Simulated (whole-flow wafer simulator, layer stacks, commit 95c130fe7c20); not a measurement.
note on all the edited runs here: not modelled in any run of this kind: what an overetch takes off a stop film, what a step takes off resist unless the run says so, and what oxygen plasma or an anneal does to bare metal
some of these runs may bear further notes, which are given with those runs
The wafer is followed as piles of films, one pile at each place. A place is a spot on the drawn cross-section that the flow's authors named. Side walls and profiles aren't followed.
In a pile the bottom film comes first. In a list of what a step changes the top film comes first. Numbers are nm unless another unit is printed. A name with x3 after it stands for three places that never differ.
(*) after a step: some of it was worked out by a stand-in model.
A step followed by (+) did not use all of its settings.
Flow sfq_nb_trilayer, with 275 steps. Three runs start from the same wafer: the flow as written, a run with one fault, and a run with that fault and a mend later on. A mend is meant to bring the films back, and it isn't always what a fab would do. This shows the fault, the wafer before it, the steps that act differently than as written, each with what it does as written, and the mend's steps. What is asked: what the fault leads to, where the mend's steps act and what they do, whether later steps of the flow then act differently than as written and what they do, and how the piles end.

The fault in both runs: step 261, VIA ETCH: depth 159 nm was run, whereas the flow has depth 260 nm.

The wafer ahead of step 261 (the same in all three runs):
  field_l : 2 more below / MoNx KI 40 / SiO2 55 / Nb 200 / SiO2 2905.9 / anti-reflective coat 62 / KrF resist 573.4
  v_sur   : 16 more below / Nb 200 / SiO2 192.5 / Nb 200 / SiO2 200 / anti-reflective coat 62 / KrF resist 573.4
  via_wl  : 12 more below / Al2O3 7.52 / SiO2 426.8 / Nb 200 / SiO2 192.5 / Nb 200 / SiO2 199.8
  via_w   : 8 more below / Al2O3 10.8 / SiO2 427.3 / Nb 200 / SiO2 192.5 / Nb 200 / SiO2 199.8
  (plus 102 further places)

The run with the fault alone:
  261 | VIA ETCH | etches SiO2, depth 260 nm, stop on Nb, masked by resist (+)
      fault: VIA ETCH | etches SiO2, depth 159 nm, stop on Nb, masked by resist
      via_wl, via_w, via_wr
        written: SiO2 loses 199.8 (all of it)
        fault: SiO2 loses 159
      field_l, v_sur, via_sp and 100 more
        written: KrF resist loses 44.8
        fault: KrF resist loses 27.4
  Later steps of the flow acting differently than as written (3 more steps, not shown, differ only slightly: by at most 2% or 0.5 nm, whichever is larger):
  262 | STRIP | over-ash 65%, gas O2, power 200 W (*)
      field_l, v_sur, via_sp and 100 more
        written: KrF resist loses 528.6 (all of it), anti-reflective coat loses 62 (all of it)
        fault: KrF resist loses 546 (all of it), anti-reflective coat loses 62 (all of it)
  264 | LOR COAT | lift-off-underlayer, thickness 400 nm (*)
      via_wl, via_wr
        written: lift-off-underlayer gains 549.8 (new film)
        fault: lift-off-underlayer gains 519.2 (new film)
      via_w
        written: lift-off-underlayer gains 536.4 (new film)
        fault: lift-off-underlayer gains 508.6 (new film)
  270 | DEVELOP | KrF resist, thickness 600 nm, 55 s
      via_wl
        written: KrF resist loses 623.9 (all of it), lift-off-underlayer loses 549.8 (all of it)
        fault: KrF resist loses 618.7 (all of it), lift-off-underlayer loses 519.2 (all of it)
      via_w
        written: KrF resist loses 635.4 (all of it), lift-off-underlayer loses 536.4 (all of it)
        fault: KrF resist loses 628 (all of it), lift-off-underlayer loses 508.6 (all of it)
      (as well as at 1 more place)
  The piles end different from the flow's at via_wl, via_w, via_wr by more than 2% or 0.5 nm, whichever is larger.
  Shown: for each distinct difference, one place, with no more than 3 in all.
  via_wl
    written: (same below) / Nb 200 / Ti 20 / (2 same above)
    fault: (same below) / Nb 200 / SiO2 40.8 / Ti 20 / (2 same above)

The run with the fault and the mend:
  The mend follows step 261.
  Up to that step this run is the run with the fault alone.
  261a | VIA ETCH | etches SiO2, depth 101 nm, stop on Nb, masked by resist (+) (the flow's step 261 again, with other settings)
      field_l, v_sur, via_sp and 100 more
        KrF resist loses 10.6
      via_wl, via_w, via_wr
        SiO2 loses 40.8 (all of it)
  Later steps of the flow that are run all act as written at every place that is followed, up to a difference of at most 2% or 0.5 nm, whichever is larger.
  The piles end the same as the flow's at every place that both follow.
